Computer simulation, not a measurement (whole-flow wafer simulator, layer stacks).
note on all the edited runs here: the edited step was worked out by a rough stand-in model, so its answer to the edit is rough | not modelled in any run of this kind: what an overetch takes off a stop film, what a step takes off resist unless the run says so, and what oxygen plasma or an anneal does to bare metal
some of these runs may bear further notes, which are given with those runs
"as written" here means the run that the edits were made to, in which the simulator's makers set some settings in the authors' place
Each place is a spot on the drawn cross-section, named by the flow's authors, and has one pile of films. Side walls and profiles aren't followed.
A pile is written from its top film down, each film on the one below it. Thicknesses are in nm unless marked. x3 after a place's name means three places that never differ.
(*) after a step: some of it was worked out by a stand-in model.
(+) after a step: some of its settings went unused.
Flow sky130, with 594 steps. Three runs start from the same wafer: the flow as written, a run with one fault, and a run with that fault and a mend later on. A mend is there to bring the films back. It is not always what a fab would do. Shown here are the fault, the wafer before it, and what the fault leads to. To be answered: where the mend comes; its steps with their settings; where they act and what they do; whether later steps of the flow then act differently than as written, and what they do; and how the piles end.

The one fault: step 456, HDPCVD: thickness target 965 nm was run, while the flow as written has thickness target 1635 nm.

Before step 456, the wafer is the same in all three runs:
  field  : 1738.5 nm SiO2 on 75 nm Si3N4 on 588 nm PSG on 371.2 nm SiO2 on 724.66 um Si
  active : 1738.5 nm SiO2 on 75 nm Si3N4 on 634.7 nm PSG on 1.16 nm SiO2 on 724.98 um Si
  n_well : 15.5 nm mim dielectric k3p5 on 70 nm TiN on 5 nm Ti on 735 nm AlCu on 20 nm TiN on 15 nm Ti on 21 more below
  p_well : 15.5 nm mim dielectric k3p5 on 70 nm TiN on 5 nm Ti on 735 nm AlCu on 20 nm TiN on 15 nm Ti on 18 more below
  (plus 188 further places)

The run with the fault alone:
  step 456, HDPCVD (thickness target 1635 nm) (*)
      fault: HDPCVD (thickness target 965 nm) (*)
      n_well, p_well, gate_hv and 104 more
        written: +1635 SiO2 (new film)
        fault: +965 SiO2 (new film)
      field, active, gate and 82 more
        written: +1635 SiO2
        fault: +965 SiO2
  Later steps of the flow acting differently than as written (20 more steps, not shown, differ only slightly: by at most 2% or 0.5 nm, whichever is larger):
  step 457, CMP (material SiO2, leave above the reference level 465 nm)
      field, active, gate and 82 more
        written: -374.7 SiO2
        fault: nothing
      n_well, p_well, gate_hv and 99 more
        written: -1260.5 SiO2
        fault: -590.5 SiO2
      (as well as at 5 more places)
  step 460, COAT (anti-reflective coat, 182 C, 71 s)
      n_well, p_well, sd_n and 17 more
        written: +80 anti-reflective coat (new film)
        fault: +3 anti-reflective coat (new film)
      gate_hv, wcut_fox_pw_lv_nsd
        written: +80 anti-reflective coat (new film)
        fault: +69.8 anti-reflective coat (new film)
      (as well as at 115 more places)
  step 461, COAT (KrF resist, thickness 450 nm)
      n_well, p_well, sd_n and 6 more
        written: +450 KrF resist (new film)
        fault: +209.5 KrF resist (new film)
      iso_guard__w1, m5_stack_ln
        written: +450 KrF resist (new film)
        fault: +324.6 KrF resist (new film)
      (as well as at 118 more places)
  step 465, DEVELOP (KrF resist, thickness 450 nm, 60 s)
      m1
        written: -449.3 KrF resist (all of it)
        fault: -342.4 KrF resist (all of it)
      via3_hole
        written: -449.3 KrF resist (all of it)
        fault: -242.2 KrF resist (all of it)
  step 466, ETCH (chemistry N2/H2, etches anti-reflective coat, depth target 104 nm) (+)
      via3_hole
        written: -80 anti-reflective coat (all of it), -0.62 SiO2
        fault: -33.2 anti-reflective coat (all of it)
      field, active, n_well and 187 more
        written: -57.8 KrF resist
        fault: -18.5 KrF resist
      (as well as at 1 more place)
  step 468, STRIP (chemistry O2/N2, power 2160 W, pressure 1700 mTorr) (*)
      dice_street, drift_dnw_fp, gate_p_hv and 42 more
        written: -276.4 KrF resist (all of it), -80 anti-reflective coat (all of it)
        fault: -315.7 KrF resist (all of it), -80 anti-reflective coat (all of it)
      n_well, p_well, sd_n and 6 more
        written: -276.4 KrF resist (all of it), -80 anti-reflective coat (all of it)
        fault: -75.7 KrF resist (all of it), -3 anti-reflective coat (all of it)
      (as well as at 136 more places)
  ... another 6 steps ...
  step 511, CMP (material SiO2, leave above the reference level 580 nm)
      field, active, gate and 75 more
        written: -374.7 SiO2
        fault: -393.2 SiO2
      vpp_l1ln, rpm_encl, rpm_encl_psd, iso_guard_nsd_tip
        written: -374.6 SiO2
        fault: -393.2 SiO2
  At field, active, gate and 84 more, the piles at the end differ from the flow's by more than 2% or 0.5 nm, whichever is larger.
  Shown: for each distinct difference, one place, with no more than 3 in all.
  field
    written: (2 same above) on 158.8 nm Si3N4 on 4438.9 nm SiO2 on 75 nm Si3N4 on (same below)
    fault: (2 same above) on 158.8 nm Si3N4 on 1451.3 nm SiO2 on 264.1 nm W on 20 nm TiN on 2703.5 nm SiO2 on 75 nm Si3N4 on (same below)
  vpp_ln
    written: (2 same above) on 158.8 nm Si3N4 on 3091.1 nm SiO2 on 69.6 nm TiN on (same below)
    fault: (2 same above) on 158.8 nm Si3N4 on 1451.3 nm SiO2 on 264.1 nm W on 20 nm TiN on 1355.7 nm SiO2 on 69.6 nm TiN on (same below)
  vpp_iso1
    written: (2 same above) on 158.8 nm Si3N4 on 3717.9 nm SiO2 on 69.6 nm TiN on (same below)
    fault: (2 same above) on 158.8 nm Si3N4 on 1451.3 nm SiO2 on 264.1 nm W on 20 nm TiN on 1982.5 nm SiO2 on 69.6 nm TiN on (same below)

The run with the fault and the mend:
  The mend follows step 456.
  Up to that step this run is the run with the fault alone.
  step 456a, HDPCVD (thickness target 670 nm) (*) (the flow's step 456 again, with other settings)
      field, active, n_well and 189 more
        +670 SiO2
  Later steps of the flow that are run all act as written at every place that is followed.
  By the end, the piles equal the flow's at every place that both follow.
